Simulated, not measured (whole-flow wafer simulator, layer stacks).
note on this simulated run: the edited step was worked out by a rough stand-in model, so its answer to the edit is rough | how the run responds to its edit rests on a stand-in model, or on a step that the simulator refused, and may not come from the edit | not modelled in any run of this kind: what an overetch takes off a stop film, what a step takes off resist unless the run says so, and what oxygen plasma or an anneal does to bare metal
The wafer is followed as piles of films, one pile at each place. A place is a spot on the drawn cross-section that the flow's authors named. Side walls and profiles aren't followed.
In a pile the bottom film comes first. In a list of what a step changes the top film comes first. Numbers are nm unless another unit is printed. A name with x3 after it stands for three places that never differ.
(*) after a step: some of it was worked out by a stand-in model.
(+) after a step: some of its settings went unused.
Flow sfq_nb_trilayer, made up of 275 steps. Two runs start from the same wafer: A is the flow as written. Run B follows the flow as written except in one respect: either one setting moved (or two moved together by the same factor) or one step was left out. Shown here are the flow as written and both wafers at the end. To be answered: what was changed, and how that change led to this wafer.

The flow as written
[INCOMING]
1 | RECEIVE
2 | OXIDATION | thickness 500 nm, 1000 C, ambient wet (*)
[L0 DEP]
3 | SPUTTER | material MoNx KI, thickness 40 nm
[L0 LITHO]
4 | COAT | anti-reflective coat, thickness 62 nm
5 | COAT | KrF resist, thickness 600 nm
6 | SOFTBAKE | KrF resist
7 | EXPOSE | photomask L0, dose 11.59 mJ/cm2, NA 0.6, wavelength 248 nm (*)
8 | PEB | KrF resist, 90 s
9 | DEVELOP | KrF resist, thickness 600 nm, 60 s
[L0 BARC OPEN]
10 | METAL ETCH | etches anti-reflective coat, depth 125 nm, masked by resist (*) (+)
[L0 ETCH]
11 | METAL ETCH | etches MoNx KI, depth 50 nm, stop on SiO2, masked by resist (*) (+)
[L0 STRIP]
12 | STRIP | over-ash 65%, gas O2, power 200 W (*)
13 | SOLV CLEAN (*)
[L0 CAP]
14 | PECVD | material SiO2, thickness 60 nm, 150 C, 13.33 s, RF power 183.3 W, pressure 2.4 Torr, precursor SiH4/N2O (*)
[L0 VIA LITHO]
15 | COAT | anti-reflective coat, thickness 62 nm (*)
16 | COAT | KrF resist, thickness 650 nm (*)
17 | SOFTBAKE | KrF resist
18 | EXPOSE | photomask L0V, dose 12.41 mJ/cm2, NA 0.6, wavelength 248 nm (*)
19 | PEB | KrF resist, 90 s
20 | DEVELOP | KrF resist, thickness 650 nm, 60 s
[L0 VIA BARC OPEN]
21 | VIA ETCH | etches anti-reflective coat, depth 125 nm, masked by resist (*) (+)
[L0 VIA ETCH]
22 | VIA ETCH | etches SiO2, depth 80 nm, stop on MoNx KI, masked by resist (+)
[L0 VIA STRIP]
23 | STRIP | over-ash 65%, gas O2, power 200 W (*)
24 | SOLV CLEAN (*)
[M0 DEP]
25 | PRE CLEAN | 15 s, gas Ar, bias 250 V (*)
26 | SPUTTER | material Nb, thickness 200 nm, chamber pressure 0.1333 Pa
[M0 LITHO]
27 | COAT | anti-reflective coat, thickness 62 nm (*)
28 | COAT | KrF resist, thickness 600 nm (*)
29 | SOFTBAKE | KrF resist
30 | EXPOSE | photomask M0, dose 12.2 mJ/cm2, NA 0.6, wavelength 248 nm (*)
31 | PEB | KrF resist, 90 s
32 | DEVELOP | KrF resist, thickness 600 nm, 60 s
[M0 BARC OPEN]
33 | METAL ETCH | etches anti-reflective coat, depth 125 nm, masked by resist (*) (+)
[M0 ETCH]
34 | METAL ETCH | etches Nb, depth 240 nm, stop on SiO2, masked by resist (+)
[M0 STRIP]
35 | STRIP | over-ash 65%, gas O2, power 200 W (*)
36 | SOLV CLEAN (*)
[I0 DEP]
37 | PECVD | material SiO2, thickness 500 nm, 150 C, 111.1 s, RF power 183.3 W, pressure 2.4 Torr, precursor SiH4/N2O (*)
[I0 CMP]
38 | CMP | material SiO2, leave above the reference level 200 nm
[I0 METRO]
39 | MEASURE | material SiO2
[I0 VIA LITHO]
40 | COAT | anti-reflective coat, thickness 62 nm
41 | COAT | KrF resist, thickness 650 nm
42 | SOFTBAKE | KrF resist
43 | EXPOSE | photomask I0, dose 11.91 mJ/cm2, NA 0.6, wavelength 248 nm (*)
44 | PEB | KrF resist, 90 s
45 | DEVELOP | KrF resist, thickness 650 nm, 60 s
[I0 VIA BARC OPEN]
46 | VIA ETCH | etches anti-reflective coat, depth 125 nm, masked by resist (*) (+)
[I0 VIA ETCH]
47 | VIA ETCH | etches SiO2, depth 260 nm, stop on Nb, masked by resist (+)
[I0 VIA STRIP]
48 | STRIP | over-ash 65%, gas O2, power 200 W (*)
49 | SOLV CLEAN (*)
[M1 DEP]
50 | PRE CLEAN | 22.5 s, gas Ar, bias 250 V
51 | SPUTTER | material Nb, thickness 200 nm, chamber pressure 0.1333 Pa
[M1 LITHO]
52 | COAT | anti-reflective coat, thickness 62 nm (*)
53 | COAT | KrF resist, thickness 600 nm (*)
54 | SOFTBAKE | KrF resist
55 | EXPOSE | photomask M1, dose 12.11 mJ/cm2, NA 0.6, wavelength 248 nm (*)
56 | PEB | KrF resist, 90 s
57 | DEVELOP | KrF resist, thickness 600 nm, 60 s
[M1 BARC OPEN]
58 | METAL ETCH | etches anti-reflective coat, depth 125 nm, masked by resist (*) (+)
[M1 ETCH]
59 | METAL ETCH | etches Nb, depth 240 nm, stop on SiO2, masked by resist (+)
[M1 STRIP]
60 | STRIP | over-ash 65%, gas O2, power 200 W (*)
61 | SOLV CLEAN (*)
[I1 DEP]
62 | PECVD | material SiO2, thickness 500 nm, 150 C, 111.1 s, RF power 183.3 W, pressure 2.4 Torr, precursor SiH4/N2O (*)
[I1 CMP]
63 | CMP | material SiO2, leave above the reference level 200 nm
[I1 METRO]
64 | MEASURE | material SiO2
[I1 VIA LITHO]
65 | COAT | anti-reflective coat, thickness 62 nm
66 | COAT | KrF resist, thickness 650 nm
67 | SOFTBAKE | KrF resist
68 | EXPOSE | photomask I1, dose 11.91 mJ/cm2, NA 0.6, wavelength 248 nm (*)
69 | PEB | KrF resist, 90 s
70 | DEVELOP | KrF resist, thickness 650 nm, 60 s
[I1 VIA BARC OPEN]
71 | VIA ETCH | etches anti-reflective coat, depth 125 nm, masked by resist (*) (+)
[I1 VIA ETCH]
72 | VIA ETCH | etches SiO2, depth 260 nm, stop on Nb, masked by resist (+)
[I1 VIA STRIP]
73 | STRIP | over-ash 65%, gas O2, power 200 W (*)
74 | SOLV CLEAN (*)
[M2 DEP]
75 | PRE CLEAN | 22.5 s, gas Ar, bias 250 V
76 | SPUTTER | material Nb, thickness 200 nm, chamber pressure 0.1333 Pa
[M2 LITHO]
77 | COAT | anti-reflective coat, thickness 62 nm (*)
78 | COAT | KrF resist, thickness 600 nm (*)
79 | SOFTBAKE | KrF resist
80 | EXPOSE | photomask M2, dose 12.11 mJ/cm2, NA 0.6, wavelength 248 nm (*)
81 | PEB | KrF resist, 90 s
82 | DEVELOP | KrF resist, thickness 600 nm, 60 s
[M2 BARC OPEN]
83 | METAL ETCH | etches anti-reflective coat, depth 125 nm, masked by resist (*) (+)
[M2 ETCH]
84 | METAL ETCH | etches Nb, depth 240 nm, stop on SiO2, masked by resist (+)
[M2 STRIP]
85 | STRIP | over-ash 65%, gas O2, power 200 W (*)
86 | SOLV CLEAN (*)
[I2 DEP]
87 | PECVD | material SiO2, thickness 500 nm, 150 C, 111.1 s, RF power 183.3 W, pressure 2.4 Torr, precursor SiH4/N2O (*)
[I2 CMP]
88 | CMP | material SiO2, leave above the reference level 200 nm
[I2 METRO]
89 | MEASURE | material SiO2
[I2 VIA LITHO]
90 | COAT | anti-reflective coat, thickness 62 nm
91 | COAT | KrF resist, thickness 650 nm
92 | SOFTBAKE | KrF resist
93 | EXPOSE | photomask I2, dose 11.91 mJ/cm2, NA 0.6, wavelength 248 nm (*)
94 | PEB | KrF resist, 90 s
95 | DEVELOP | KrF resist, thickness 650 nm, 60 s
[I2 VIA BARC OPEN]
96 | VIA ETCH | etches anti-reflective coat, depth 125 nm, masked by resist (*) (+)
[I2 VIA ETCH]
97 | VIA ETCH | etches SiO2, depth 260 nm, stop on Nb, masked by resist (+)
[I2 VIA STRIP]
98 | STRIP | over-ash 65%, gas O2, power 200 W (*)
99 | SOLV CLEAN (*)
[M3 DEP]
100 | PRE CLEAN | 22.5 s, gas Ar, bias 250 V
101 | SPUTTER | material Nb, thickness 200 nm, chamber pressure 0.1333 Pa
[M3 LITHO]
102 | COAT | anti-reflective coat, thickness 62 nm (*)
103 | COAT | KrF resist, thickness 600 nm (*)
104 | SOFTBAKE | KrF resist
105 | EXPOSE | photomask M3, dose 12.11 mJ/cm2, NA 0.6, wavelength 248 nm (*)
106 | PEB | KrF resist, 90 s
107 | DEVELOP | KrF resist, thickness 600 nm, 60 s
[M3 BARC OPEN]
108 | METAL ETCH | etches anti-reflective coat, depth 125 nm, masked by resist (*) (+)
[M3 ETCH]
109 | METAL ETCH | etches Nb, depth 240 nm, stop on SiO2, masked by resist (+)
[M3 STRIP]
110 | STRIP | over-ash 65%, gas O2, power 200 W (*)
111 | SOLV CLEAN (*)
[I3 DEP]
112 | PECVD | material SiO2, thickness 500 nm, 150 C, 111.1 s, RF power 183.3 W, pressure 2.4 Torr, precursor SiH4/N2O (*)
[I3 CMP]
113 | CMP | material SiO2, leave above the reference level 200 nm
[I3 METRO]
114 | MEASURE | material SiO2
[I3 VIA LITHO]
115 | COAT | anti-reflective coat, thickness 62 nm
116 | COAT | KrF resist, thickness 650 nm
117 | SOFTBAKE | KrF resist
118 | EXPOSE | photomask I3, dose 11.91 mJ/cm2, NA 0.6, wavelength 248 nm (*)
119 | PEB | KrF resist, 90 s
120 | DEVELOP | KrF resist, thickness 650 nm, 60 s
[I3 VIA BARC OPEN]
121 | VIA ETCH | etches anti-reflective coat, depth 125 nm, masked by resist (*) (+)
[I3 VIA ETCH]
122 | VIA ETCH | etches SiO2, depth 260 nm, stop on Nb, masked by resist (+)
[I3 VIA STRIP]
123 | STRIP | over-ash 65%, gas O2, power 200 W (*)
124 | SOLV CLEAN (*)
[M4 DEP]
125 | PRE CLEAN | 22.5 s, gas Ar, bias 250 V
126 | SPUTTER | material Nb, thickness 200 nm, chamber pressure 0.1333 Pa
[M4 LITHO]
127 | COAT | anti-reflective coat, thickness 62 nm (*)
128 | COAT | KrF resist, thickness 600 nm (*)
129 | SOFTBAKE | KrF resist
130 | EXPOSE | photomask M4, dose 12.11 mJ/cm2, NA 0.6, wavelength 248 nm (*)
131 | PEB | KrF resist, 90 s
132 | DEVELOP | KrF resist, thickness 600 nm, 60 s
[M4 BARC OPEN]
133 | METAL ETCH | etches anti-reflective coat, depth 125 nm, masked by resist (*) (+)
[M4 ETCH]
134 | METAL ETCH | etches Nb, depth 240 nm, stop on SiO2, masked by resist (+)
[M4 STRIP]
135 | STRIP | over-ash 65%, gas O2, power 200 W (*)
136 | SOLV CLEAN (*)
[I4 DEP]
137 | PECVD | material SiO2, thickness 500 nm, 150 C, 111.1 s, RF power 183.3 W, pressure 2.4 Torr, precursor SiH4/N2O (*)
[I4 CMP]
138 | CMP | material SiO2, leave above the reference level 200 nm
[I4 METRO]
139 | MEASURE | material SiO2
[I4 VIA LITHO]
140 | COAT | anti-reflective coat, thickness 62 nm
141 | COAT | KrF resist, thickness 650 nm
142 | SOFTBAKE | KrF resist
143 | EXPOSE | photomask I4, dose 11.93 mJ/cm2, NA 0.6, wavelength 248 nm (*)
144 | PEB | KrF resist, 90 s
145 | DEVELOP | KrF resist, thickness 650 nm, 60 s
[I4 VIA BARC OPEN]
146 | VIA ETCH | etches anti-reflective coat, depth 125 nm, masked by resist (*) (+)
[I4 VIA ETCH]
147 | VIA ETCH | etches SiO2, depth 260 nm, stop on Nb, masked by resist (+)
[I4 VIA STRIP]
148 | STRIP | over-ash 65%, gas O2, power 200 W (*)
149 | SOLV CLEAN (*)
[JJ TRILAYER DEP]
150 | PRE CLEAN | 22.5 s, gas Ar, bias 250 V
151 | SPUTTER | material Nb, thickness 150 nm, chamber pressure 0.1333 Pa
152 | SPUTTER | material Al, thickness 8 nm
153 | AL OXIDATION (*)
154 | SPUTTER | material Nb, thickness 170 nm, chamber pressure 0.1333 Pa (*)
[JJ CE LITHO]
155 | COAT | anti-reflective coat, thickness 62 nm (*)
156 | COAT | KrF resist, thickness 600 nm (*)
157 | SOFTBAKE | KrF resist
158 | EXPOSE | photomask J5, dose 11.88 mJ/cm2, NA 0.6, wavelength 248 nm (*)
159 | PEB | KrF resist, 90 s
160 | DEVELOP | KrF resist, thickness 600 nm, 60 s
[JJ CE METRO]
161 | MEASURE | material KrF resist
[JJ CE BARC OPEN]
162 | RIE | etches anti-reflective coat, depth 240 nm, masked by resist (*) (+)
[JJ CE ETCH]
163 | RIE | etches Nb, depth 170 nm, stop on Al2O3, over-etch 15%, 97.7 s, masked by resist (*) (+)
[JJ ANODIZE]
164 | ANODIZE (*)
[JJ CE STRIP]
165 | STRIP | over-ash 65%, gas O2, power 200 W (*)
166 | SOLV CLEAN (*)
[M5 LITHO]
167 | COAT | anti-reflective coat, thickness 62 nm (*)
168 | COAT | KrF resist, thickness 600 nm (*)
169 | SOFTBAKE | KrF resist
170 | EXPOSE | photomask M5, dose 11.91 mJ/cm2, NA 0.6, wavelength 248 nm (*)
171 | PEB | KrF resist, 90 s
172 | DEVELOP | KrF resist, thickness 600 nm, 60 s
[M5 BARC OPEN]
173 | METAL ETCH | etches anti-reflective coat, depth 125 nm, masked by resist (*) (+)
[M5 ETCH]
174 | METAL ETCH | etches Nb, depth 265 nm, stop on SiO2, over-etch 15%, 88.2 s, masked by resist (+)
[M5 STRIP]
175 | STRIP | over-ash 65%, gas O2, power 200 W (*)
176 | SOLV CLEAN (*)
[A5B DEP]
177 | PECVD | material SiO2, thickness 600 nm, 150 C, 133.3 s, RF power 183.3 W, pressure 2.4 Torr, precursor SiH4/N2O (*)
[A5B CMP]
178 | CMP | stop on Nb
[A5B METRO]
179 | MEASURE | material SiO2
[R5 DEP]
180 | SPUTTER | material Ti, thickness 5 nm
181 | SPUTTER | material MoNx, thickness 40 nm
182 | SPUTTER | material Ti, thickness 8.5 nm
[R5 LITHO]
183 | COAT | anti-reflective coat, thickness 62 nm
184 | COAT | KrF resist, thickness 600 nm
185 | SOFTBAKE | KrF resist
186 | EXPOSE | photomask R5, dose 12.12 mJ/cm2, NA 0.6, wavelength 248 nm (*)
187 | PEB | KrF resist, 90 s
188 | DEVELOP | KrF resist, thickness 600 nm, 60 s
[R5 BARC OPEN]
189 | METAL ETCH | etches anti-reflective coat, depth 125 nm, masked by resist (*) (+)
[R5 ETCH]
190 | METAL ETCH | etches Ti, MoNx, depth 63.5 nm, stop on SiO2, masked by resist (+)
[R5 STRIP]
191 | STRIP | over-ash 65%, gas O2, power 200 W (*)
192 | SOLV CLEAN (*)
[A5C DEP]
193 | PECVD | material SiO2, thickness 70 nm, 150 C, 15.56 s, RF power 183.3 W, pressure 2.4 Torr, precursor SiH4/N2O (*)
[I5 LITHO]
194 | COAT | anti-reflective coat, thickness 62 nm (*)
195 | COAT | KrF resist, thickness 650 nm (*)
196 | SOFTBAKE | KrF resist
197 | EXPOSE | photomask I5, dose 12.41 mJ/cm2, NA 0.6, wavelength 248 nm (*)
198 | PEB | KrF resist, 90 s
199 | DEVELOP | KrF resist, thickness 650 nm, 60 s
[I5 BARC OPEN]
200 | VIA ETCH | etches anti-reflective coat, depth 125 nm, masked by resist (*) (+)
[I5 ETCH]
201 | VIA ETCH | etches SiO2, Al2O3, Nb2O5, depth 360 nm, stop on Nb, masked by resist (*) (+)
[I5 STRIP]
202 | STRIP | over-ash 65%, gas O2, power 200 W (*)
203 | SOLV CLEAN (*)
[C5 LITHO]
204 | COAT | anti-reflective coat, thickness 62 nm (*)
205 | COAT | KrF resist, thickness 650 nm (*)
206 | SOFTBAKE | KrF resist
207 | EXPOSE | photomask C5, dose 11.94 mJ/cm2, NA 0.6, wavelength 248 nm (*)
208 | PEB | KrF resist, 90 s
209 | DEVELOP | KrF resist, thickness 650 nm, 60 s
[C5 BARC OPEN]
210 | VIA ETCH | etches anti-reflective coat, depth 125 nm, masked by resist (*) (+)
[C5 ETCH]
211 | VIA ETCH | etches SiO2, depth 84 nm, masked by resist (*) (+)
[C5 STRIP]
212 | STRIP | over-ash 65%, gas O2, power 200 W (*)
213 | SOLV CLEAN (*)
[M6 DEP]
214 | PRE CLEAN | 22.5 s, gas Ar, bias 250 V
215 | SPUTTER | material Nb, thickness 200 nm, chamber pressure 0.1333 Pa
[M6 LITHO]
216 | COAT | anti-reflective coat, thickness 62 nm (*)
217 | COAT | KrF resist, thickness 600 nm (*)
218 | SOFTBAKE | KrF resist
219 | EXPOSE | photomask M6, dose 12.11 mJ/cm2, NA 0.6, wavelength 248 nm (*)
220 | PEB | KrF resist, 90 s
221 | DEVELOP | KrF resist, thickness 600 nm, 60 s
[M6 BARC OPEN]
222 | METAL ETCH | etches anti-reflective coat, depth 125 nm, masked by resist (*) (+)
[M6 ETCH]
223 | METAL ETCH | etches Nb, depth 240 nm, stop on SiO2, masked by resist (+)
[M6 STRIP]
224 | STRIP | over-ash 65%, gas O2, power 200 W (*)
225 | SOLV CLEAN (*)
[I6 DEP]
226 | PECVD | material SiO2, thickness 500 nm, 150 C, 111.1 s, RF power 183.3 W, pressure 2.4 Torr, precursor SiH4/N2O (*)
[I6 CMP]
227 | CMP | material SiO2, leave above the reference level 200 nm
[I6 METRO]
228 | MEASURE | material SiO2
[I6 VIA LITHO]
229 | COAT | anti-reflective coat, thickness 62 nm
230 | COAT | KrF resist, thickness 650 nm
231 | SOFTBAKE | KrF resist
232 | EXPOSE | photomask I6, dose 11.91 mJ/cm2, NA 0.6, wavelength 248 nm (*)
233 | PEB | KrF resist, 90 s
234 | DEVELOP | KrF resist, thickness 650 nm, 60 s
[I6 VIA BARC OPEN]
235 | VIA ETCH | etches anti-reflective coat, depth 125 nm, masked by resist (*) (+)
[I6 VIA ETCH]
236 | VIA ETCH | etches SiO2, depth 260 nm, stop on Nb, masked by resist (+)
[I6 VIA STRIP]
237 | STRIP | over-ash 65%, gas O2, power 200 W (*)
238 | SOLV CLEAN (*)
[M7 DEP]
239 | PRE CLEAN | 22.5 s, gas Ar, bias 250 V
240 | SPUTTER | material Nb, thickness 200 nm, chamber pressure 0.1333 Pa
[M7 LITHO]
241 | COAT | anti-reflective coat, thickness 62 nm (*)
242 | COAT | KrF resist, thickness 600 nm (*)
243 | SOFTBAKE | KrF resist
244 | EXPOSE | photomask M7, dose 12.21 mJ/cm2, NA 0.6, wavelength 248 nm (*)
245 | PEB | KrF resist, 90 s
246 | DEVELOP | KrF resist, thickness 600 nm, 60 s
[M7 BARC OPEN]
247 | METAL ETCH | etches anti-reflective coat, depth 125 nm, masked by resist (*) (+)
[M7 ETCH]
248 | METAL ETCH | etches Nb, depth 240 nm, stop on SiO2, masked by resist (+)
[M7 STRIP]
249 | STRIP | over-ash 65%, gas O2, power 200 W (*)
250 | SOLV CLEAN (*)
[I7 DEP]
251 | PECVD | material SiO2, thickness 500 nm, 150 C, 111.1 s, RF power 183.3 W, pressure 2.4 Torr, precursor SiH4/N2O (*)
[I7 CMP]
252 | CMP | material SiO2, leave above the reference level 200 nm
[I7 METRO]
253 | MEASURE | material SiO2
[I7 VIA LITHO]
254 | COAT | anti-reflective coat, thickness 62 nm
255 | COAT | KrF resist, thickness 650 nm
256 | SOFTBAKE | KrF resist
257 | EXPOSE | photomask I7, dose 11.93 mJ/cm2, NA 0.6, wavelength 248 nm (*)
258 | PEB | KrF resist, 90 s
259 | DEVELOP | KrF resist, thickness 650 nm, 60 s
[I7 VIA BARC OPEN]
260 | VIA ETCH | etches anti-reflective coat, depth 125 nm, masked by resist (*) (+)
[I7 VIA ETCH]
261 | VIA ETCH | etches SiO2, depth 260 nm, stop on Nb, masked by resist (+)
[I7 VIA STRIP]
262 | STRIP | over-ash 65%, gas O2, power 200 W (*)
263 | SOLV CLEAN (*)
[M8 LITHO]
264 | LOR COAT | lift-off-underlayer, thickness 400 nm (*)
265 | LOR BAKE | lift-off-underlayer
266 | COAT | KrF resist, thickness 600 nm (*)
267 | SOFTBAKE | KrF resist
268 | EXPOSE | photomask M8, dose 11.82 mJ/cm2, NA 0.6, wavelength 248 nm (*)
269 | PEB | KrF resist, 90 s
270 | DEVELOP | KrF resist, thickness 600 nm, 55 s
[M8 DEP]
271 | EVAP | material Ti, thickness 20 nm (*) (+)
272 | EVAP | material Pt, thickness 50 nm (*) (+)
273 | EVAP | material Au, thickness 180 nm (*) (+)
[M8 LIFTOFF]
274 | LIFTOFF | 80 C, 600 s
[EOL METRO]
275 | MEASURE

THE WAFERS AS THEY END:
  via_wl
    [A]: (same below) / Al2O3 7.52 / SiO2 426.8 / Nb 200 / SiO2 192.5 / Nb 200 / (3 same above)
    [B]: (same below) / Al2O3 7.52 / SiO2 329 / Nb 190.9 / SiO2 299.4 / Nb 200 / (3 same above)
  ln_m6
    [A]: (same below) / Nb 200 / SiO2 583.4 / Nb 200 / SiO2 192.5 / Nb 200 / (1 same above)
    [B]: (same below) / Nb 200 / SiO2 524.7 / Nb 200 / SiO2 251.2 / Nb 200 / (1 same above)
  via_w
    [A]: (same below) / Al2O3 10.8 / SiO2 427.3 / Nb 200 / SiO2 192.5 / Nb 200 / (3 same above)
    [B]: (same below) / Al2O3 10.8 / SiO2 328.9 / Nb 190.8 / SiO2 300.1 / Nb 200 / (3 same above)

The reason: step 177, PECVD: thickness 282 nm was run, though the flow has thickness 600 nm; step 177, PECVD: 62.67 s was run, where the flow has 133.3 s.

Step by step, how the change led to this:
  177 | PECVD | material SiO2, thickness 600 nm, 150 C, 133.3 s, RF power 183.3 W, pressure 2.4 Torr, precursor SiH4/N2O (*)
      v_sur, via_sp, via_v and 47 more: A SiO2 gains 600 (new film) | B SiO2 gains 282 (new film)
      field_l, p4_fl, p4_fm and 39 more: A SiO2 gains 600 | B SiO2 gains 282
      (and at 14 other places as well)
  178 | CMP | stop on Nb
      field_l, p4_fl, p4_fm and 39 more: A SiO2 loses 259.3 | B nothing
      r_sur, res, r_end, moat, field_r, lsp_l: A SiO2 loses 252.3 | B nothing
      (and at 58 other places as well)
  180 | SPUTTER | material Ti, thickness 5 nm
      via_wl, via_wr: A Ti gains 5 (new film) | B Ti gains 3.96 (new film)
  181 | SPUTTER | material MoNx, thickness 40 nm
      via_wl, via_wr: A MoNx gains 40 (new film) | B MoNx gains 32.3 (new film)
      r_sur: A MoNx gains 40 (new film) | B MoNx gains 37.7 (new film)
      (and at 1 other place as well)
  182 | SPUTTER | material Ti, thickness 8.5 nm
      via_wl, via_wr: A Ti gains 8.5 (new film) | B Ti gains 6.62 (new film)
      r_sur: A Ti gains 8.5 (new film) | B Ti gains 7.94 (new film)
  183 | COAT | anti-reflective coat, thickness 62 nm
      be, jj_sur, ce_l: A anti-reflective coat gains 62 (new film) | B anti-reflective coat gains 58.4 (new film)
      ce_r, wl_j_sl, wl_jj: A anti-reflective coat gains 62 (new film) | B anti-reflective coat gains 58.2 (new film)
      (and at 52 other places as well)
  184 | COAT | KrF resist, thickness 600 nm
      be_sur, gap: A KrF resist gains 600 (new film) | B KrF resist gains 586.6 (new film)
      m5r_line_l, m5r_line_r: A KrF resist gains 600 (new film) | B KrF resist gains 580.5 (new film)
      (and at 24 other places as well)
  188 | DEVELOP | KrF resist, thickness 600 nm, 60 s
      ln_m5, wl_e_m5: A KrF resist loses 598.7 (all of it) | B KrF resist loses 568 (all of it)
      m5r_line_l, m5r_line_r: A KrF resist loses 598.7 (all of it) | B KrF resist loses 579.3 (all of it)
      (and at 22 other places as well)
  189 | METAL ETCH | etches anti-reflective coat, depth 125 nm, masked by resist (*) (+)
      be_r, r_sur, res, r_end, r5r_line_l, r5r_line_c, r5r_line_r: A KrF resist loses 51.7 | B KrF resist loses 66.7
      be, jj_sur, ce_l: A anti-reflective coat loses 62 (all of it) | B anti-reflective coat loses 58.4 (all of it)
      (and at 51 other places as well)
  190 | METAL ETCH | etches Ti, MoNx, depth 63.5 nm, stop on SiO2, masked by resist (+)
      via_wl, via_wr: A Ti loses 8.5 (all of it), MoNx loses 40 (all of it), Ti loses 5 (all of it) | B Ti loses 6.62 (all of it), MoNx loses 32.3 (all of it), Ti loses 3.96 (all of it)
      lsp_l: A Ti loses 8.5 (all of it), MoNx loses 40 (all of it), Ti loses 5 (all of it) | B Ti loses 8.22 (all of it), MoNx loses 38.9 (all of it), Ti loses 4.84 (all of it)
  191 | STRIP | over-ash 65%, gas O2, power 200 W (*)
      r5r_line_l, r5r_line_c, r5r_line_r: A KrF resist loses 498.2 (all of it), anti-reflective coat loses 62 (all of it) | B KrF resist loses 483.2 (all of it), anti-reflective coat loses 62 (all of it)
      be_r: A KrF resist loses 498.2 (all of it), anti-reflective coat loses 62 (all of it) | B KrF resist loses 463.4 (all of it), anti-reflective coat loses 54.2 (all of it)
      (and at 3 other places as well)
  194 | COAT | anti-reflective coat, thickness 62 nm (*)
      wl_c_m6, wl_c_sr, wl_d_m1: A anti-reflective coat gains 62 (new film) | B anti-reflective coat gains 63.5 (new film)
      be_sur, gap: A anti-reflective coat gains 62.4 (new film) | B anti-reflective coat gains 59 (new film)
      (and at 53 other places as well)
  195 | COAT | KrF resist, thickness 650 nm (*)
      m5r_line_l, m5r_line_r: A KrF resist gains 650 (new film) | B KrF resist gains 630.4 (new film)
      m5r_space_l, m5r_space_r: A KrF resist gains 650 (new film) | B KrF resist gains 664.4 (new film)
      (and at 24 other places as well)
  199 | DEVELOP | KrF resist, thickness 650 nm, 60 s
      be: A KrF resist loses 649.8 (all of it) | B KrF resist loses 636 (all of it)
  200 | VIA ETCH | etches anti-reflective coat, depth 125 nm, masked by resist (*) (+)
      field_l, v_sur, via_wl and 102 more: A KrF resist loses 52 | B KrF resist loses 49.1
      be: A anti-reflective coat loses 62.4 (all of it), SiO2 loses 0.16 | B anti-reflective coat loses 58.9 (all of it), SiO2 loses 0.15
  202 | STRIP | over-ash 65%, gas O2, power 200 W (*)
      wl_b_sr, wl_e_sr: A KrF resist loses 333 (all of it), anti-reflective coat loses 62 (all of it) | B KrF resist loses 342 (all of it), anti-reflective coat loses 67.5 (all of it)
      m5r_line_l, m5r_line_r: A KrF resist loses 333.1 (all of it), anti-reflective coat loses 62 (all of it) | B KrF resist loses 316.5 (all of it), anti-reflective coat loses 53.7 (all of it)
      (and at 59 other places as well)
  ... 13 other steps ...
  227 | CMP | material SiO2, leave above the reference level 200 nm
      field_l, p4_fl, p4_fm and 35 more: A SiO2 loses 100 | B SiO2 loses 41.3
      ln_m6, wl_a_m6, wl_c_m6, wl_f_m6: A SiO2 loses 300 | B SiO2 loses 241.3
      (and at 15 other places as well)
